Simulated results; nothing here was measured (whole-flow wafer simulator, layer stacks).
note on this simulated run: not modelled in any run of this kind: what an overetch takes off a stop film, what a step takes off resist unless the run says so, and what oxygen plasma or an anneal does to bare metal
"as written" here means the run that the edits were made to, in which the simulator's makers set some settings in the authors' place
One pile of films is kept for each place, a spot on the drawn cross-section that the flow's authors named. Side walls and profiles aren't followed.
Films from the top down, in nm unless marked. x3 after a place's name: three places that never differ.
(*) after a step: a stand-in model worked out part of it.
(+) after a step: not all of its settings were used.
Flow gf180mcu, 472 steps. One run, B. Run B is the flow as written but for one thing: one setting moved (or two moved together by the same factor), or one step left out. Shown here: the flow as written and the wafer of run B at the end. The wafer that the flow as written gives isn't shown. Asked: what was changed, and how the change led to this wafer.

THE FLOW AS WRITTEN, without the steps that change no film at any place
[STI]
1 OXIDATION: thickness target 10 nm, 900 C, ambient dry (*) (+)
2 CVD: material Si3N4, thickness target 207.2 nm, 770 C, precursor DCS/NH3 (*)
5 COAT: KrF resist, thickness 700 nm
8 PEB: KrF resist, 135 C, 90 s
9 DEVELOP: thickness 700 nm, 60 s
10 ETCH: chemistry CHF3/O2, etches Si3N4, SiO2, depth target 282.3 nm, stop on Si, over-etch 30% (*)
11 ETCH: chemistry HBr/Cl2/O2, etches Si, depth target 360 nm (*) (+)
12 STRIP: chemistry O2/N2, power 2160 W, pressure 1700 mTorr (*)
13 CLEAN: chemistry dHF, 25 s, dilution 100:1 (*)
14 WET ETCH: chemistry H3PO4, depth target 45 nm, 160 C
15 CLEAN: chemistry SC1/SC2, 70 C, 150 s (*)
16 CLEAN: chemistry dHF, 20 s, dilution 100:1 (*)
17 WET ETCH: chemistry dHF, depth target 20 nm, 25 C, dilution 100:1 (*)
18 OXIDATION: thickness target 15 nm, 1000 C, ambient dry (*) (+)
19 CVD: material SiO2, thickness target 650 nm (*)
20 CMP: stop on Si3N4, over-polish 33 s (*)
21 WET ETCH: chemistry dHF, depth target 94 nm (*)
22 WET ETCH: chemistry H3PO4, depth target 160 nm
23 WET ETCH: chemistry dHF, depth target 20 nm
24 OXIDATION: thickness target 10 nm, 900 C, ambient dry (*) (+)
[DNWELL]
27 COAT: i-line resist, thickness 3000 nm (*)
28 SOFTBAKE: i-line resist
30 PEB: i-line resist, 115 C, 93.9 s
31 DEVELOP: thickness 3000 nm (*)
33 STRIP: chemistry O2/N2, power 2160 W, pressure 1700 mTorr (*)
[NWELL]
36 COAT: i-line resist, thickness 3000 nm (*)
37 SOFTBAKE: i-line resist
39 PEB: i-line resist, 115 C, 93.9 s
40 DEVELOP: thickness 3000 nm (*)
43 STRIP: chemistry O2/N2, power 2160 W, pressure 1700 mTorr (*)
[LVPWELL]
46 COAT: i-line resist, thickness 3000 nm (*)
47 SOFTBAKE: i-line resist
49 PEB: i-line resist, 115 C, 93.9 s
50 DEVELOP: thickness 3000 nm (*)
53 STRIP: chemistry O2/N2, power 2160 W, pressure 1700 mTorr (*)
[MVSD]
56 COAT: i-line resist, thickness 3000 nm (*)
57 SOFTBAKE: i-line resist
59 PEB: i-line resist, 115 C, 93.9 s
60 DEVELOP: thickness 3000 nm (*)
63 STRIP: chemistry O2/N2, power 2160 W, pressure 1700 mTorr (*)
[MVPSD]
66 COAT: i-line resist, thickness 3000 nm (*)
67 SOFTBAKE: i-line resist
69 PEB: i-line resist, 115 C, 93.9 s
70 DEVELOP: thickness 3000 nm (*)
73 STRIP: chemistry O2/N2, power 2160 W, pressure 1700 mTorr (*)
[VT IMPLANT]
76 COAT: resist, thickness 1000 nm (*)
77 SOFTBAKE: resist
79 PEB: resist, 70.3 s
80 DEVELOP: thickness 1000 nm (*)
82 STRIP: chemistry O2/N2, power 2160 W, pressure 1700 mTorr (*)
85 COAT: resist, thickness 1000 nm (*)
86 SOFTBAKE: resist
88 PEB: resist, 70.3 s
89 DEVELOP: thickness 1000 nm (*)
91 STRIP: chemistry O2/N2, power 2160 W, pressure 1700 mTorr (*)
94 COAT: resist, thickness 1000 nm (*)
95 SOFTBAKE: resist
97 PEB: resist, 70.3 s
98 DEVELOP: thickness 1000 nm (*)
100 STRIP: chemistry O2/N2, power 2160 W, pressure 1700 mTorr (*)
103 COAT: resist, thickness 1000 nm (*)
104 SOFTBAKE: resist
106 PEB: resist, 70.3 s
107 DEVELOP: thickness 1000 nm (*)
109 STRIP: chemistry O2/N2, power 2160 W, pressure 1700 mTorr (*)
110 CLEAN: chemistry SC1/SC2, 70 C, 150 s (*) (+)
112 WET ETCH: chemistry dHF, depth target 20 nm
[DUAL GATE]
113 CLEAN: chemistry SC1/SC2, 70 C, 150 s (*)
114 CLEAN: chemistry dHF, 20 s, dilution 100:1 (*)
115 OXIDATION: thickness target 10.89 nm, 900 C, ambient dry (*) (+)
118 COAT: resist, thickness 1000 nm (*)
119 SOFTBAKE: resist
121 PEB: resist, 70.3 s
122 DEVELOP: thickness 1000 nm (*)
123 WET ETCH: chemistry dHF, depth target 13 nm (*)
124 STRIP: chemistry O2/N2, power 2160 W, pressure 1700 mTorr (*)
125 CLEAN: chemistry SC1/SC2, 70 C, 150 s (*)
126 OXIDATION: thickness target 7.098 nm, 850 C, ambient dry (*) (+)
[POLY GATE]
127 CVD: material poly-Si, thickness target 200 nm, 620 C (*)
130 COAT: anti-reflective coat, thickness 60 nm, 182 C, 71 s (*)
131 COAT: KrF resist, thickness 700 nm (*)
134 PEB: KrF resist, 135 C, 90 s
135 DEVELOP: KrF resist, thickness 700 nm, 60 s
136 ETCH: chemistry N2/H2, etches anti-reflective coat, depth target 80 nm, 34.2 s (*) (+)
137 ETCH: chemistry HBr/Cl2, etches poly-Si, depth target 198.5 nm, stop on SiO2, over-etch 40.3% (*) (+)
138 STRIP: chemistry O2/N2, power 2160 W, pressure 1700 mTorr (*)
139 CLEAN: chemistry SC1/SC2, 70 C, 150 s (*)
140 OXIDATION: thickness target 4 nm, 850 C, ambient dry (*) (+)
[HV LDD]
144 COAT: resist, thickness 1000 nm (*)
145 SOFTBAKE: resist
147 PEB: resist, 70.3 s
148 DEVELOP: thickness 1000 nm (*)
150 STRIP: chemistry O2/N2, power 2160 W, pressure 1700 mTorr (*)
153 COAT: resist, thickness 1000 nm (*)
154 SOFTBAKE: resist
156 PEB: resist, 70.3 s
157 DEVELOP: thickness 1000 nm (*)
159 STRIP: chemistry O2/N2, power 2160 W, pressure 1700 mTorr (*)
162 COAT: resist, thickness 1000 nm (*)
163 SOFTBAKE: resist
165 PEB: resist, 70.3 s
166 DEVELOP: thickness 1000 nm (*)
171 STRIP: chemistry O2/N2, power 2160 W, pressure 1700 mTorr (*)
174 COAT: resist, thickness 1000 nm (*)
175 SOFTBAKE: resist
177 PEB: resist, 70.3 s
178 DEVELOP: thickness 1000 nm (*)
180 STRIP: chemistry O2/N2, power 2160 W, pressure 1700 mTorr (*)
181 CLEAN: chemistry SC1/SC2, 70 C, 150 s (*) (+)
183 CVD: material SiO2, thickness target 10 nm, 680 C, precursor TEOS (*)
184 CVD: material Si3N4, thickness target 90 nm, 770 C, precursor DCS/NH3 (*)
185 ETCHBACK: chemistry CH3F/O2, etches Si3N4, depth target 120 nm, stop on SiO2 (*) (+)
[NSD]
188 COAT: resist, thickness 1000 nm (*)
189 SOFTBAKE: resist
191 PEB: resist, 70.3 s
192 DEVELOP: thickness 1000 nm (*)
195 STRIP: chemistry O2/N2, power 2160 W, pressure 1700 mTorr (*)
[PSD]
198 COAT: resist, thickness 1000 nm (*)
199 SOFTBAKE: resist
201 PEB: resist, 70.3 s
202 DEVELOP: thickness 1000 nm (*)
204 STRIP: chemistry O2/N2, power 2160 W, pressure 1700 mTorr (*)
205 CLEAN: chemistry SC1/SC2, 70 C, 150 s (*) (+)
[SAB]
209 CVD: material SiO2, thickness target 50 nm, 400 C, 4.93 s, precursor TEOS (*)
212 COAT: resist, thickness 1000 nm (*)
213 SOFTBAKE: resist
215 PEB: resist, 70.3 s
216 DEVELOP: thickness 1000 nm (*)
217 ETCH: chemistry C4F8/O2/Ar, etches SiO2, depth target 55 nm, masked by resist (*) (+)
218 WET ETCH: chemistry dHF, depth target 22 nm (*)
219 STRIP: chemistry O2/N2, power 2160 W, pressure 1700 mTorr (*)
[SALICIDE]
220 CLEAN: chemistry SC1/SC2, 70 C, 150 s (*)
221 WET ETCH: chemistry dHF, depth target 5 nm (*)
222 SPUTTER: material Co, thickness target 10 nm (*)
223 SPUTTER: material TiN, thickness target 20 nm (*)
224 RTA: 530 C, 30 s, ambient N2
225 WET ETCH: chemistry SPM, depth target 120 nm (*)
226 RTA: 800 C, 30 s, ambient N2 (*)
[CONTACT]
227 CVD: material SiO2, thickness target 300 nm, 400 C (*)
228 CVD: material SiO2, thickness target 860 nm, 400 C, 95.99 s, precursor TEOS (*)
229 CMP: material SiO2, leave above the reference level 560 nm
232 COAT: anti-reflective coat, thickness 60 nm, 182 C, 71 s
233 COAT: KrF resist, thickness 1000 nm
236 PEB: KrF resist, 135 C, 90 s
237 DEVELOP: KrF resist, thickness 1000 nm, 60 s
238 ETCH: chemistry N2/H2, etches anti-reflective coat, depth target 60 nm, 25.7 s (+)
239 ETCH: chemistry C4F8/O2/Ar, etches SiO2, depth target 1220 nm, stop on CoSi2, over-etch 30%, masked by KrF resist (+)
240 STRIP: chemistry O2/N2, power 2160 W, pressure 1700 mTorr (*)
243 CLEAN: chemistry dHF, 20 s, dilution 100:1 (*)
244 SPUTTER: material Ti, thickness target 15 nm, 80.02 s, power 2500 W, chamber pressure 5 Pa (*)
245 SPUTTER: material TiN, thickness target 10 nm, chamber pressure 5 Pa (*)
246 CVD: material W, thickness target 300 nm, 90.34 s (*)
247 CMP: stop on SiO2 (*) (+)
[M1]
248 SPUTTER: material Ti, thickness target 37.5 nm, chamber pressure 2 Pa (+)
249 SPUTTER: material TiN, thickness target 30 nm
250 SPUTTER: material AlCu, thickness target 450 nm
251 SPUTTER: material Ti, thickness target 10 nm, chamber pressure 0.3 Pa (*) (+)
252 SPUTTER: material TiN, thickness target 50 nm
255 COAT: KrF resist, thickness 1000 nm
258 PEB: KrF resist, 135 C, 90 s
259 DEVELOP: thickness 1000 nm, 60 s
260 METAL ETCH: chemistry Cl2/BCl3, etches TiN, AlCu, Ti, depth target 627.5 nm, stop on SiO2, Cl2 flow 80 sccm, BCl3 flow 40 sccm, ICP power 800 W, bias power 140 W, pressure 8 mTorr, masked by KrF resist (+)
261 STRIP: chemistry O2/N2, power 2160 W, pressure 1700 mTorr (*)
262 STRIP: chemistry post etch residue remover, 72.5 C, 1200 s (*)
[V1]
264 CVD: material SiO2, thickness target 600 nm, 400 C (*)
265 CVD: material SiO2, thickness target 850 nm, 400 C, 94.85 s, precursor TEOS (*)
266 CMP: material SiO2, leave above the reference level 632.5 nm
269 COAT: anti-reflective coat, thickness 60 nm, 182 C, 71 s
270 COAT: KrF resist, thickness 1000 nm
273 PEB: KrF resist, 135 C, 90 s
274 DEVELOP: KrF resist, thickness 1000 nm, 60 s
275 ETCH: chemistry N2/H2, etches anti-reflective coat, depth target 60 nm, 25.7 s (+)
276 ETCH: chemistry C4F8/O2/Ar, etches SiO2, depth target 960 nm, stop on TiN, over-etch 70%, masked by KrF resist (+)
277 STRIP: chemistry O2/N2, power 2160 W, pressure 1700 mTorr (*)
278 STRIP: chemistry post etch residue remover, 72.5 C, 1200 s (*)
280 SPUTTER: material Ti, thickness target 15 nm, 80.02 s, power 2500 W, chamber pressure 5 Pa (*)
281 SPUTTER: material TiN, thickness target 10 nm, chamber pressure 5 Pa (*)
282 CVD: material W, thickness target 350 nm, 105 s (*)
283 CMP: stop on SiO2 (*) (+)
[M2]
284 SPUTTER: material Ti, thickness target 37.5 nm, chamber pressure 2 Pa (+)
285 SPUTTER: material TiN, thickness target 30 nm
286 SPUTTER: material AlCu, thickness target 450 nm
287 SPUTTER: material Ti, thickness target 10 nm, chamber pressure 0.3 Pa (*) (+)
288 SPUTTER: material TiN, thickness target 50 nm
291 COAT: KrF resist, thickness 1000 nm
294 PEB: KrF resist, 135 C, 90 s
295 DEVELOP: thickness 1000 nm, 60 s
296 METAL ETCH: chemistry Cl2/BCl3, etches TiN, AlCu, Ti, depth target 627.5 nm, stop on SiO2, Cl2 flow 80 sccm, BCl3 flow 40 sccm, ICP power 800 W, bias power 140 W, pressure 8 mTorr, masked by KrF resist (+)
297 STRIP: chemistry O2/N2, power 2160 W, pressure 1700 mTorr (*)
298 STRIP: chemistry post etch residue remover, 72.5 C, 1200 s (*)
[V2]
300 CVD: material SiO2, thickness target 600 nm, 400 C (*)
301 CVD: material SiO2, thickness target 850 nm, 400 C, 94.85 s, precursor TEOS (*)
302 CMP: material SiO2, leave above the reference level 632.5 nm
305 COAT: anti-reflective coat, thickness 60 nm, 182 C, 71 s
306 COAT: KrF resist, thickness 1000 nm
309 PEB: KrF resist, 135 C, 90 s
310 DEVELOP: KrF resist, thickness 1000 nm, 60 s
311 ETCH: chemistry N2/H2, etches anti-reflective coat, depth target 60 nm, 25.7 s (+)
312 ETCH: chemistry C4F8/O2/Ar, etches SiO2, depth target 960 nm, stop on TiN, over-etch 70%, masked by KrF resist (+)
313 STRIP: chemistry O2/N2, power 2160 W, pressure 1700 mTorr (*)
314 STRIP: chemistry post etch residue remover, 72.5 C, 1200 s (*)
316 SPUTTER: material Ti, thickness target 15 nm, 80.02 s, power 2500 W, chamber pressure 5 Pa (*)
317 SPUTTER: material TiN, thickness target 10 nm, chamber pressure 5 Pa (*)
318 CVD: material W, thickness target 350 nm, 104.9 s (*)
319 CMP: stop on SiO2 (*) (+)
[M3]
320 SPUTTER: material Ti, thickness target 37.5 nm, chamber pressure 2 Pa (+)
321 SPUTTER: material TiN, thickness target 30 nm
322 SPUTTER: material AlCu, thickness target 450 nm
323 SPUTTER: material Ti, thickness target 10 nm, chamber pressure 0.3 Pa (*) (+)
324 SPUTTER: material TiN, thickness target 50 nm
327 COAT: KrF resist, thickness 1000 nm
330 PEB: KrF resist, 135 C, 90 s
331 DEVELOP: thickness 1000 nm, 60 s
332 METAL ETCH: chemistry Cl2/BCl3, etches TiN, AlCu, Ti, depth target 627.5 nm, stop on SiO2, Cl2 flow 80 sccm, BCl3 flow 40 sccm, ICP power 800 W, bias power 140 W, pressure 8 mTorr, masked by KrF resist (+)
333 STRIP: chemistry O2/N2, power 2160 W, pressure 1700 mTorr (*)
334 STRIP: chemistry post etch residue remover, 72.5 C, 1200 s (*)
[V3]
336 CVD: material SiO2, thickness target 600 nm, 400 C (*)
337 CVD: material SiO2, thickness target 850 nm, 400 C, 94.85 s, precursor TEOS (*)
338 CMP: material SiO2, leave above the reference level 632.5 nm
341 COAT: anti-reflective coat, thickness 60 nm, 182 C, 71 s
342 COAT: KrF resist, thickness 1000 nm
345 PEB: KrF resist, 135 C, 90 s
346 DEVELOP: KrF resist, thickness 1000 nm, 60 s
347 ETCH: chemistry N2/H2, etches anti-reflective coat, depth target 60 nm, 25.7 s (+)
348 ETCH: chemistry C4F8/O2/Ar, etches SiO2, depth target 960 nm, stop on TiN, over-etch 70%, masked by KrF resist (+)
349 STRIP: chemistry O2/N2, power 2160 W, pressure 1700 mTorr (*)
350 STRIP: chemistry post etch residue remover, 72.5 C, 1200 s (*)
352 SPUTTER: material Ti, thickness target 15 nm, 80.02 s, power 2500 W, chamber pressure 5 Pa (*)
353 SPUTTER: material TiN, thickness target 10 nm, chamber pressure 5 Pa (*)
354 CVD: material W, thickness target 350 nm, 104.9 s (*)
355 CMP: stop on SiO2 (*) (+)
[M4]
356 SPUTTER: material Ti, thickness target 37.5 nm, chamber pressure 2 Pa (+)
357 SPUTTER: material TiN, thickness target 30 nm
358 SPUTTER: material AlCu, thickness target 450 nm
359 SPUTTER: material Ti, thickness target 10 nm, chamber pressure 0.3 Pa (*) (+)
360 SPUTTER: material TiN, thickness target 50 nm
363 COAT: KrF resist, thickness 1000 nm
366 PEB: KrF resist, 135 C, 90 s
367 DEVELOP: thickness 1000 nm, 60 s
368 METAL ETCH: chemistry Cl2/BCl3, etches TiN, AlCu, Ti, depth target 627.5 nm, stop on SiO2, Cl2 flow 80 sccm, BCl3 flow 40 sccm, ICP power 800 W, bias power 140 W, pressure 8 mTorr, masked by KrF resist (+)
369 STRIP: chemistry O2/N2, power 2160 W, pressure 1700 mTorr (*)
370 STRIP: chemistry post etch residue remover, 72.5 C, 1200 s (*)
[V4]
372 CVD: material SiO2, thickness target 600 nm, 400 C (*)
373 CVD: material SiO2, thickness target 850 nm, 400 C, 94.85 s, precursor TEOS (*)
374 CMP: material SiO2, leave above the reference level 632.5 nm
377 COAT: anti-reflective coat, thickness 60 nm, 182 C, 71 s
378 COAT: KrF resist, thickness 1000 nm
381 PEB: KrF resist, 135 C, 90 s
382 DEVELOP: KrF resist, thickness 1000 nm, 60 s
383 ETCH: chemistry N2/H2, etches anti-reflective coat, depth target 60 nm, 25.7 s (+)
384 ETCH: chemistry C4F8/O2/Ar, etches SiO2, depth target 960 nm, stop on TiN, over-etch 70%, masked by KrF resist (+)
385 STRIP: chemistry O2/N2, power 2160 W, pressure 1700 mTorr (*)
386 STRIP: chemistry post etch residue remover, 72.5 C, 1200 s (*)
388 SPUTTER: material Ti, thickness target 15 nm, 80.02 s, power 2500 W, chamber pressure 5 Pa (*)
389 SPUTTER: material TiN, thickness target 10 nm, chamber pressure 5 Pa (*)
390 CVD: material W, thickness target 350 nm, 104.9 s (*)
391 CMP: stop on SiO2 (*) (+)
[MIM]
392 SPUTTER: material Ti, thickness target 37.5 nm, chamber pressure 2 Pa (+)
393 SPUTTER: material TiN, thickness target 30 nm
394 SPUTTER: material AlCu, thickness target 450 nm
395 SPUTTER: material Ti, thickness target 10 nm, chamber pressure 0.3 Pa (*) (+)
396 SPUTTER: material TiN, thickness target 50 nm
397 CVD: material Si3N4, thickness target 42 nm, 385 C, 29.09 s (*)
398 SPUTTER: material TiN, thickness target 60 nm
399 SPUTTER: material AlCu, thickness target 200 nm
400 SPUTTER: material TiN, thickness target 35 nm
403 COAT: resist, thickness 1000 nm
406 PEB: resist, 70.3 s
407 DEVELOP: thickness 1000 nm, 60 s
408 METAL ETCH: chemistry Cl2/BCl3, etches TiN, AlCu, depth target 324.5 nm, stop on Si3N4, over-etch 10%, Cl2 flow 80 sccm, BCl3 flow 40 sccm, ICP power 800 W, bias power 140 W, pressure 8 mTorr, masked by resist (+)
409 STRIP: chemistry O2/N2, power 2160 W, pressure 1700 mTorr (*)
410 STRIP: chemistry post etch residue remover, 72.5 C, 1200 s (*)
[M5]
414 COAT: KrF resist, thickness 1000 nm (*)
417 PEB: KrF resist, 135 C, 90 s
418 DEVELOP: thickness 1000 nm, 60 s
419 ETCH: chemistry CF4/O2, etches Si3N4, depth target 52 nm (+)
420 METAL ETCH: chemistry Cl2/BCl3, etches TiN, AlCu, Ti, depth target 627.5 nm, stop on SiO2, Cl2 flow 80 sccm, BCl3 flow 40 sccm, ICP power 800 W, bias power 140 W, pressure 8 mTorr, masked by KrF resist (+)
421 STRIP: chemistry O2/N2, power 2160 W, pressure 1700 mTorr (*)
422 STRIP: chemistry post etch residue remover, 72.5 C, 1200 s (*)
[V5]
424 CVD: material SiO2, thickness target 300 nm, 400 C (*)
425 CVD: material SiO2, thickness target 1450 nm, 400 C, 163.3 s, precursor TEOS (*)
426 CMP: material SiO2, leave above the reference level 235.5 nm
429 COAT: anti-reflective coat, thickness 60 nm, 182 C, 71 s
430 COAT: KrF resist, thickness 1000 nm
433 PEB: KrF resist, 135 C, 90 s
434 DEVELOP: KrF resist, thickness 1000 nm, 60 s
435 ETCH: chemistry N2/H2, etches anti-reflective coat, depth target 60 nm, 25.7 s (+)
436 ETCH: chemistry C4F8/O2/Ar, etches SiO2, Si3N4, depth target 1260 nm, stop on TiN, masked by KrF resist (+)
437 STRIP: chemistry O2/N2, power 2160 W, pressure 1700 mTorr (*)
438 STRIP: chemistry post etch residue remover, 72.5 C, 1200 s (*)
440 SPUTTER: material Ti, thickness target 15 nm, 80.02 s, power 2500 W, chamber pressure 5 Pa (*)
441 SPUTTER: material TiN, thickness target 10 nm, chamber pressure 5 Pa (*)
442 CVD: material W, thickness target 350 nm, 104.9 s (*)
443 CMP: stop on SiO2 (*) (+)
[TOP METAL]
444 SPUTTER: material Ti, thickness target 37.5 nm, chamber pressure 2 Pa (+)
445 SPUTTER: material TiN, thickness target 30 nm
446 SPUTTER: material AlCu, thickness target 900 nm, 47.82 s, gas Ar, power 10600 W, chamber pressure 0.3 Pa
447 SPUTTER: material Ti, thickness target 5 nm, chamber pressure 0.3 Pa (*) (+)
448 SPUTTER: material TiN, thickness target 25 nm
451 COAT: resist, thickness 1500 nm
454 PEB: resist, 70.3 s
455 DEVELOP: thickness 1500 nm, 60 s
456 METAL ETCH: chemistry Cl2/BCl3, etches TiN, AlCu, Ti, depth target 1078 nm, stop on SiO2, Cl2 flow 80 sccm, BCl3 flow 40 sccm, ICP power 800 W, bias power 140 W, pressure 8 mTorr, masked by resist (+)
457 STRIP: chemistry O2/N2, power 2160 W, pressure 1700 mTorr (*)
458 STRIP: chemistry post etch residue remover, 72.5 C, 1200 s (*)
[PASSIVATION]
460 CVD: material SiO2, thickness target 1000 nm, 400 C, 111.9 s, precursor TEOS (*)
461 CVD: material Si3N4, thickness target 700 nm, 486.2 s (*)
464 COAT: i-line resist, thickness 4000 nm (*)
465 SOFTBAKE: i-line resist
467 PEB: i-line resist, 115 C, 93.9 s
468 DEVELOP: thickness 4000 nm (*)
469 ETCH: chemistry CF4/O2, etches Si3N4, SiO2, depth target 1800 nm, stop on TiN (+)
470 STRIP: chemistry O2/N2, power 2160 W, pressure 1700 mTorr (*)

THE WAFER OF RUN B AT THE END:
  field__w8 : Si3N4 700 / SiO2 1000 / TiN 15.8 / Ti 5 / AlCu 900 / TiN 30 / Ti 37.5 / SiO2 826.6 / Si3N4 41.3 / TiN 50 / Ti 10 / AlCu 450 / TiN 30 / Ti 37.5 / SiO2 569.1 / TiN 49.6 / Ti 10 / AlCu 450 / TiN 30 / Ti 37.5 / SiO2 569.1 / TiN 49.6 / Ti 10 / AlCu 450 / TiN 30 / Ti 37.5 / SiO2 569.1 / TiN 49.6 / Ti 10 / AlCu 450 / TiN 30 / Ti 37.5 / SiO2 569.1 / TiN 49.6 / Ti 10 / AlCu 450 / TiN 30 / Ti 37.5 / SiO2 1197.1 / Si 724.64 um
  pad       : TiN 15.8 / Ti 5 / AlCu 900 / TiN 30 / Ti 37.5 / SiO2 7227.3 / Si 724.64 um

The cause: step 448, SPUTTER: thickness target 16.2 nm was run, where the flow has thickness target 25 nm.

How the change led to this, step by step:
  448 SPUTTER: material TiN, thickness target 25 nm
      field, field__w1, field__w2 and 109 more: TiN +16.2 (new film) (as written it would be: TiN +25 (new film))
  456 METAL ETCH: chemistry Cl2/BCl3, etches TiN, AlCu, Ti, depth target 1078 nm, stop on SiO2, Cl2 flow 80 sccm, BCl3 flow 40 sccm, ICP power 800 W, bias power 140 W, pressure 8 mTorr, masked by resist (+)
      field, field__w1, field__w2 and 103 more: TiN -16.2 (all of it), Ti -5 (all of it), AlCu -900 (all of it), TiN -30 (all of it), Ti -37.5 (all of it) (as written it would be: TiN -25 (all of it), Ti -5 (all of it), AlCu -900 (all of it), TiN -30 (all of it), Ti -37.5 (all of it))
